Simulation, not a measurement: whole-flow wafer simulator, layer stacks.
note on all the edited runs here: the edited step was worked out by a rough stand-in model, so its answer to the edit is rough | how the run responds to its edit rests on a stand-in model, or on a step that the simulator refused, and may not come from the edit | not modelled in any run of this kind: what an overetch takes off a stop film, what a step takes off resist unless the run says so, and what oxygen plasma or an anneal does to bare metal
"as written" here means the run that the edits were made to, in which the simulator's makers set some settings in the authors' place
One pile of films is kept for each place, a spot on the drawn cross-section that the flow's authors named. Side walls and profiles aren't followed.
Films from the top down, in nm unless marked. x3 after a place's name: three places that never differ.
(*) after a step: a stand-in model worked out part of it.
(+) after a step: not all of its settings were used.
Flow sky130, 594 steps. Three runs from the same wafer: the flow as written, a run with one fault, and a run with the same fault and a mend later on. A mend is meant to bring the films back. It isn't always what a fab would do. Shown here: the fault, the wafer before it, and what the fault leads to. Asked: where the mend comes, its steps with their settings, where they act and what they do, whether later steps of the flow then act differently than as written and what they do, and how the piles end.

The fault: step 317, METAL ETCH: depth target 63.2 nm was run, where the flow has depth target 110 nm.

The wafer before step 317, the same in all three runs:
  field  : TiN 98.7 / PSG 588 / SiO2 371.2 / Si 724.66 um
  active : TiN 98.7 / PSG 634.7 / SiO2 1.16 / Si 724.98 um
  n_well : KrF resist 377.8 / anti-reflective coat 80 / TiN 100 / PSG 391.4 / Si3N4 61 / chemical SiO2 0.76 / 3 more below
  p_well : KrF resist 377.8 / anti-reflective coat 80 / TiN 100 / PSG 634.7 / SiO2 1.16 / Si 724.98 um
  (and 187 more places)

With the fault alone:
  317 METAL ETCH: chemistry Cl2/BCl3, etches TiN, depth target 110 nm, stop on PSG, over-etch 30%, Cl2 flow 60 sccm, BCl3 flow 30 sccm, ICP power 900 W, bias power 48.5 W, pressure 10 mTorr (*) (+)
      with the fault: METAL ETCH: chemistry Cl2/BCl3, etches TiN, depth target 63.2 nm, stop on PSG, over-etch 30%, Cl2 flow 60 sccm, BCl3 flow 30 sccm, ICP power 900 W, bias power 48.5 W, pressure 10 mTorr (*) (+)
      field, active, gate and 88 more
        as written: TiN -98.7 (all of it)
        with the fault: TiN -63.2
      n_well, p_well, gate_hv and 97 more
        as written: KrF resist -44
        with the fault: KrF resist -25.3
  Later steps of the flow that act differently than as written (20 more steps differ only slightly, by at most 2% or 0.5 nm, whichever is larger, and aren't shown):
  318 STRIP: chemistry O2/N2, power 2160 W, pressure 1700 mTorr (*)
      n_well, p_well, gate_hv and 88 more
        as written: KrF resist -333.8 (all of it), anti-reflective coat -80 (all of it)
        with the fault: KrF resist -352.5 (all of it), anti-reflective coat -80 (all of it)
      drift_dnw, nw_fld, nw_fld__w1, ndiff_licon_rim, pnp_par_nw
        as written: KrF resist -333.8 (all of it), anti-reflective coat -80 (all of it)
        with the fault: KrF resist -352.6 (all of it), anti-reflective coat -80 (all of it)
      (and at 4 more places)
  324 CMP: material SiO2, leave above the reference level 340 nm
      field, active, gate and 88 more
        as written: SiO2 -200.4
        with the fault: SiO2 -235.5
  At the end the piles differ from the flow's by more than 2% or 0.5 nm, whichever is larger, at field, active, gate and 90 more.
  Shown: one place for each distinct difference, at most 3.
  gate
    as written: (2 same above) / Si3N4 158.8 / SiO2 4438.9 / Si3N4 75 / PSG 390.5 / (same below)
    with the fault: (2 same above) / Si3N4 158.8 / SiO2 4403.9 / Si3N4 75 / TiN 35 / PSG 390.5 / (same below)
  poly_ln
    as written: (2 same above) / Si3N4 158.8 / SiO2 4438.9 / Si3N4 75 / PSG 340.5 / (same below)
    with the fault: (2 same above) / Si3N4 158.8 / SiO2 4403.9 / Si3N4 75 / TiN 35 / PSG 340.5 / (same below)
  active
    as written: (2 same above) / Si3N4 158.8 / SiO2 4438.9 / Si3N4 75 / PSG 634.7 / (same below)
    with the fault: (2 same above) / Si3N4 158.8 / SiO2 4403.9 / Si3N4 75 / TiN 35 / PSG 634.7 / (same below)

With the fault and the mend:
  The mend comes after step 317.
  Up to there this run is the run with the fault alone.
  317a METAL ETCH: chemistry Cl2/BCl3, etches TiN, depth target 46.8 nm, stop on PSG, over-etch 30%, Cl2 flow 60 sccm, BCl3 flow 30 sccm, ICP power 900 W, bias power 48.5 W, pressure 10 mTorr (*) (+) (the flow's step 317 once more, with other settings)
      n_well, p_well, gate_hv and 97 more
        KrF resist -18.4
      field, active, gate and 88 more
        TiN -35.5 (all of it)
  No later step of the flow acts differently than as written, at any place that is followed, by more than 2% or 0.5 nm, whichever is larger.
  At the end the piles are the same as the flow's at every place that both follow.
